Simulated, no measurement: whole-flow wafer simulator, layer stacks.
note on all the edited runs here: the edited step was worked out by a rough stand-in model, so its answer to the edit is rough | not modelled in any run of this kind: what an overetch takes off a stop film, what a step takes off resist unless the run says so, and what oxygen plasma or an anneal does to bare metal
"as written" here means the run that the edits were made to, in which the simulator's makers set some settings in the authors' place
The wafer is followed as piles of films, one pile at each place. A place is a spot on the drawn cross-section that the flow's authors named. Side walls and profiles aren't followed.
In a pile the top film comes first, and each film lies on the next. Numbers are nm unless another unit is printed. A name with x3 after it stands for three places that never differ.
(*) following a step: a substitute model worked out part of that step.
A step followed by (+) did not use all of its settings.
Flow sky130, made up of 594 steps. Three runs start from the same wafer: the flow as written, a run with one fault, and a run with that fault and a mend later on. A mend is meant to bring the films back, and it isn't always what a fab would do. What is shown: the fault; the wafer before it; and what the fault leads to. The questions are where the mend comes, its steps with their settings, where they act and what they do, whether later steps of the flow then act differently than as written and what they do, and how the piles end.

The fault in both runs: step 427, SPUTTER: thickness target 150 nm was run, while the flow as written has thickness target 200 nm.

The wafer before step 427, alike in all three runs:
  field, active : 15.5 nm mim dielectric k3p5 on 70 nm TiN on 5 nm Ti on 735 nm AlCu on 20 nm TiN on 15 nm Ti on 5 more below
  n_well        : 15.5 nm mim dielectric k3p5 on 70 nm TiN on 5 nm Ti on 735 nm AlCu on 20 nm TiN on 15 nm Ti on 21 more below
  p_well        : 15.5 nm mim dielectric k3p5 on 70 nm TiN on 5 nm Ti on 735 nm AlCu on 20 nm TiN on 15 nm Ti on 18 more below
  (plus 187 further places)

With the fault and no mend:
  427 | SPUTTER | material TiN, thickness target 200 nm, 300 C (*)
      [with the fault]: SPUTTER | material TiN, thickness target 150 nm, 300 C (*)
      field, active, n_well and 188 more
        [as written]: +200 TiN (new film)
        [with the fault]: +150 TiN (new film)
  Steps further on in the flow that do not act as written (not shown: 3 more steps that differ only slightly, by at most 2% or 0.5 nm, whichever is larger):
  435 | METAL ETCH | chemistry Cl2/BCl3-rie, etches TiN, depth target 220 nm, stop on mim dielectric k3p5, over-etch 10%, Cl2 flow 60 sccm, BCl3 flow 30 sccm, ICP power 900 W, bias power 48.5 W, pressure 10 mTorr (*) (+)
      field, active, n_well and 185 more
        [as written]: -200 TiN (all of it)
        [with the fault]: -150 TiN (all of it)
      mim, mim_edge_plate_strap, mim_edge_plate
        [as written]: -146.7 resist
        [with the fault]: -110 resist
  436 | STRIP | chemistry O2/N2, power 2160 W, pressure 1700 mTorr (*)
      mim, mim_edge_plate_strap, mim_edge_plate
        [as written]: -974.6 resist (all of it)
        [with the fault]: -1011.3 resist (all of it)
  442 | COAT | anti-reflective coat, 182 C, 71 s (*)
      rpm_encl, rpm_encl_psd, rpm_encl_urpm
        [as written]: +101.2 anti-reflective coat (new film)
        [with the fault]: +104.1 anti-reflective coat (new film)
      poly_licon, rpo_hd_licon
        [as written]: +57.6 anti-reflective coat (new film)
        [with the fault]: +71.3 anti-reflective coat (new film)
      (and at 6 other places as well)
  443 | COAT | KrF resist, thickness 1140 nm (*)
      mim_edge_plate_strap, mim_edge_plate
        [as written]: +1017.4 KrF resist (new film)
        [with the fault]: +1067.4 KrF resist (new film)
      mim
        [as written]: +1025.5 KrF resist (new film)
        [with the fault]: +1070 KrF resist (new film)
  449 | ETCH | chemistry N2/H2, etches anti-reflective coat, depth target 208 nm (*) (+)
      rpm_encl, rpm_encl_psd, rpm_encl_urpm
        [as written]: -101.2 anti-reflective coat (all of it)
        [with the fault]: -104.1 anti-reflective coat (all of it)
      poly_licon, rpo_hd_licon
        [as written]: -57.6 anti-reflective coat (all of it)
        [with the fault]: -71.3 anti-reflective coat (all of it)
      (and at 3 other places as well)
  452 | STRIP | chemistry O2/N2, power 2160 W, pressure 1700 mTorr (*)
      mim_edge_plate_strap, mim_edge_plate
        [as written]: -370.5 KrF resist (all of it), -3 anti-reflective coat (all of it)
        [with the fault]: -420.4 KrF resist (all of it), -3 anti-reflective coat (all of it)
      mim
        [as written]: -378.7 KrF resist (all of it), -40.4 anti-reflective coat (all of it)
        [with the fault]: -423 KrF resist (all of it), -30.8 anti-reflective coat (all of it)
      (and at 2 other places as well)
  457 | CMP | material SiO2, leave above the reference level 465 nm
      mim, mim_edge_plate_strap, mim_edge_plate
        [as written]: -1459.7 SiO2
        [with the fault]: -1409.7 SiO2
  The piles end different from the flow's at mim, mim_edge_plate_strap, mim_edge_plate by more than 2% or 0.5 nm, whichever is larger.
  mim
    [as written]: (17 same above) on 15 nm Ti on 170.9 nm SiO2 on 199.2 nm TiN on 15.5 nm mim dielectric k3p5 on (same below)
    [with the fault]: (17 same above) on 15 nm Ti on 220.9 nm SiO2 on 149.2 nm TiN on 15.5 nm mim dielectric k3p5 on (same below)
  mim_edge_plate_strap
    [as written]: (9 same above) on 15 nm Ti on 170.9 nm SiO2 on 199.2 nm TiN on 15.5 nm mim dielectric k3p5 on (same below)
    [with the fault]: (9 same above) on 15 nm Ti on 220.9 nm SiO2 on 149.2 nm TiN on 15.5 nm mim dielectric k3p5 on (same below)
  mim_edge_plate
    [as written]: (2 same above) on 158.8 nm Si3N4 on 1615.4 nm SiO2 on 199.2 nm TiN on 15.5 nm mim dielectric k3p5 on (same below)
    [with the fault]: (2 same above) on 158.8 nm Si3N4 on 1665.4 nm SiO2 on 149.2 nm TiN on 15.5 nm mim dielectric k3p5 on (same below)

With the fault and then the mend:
  After step 427 comes the mend.
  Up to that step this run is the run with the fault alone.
  427a | SPUTTER | material TiN, thickness target 50 nm, 300 C (*) (the flow's step 427 again, with other settings)
      field, active, n_well and 188 more
        +50 TiN
  Every later step of the flow that is run acts as written at every place that is followed.
  By the end, the piles equal the flow's at every place that both follow.
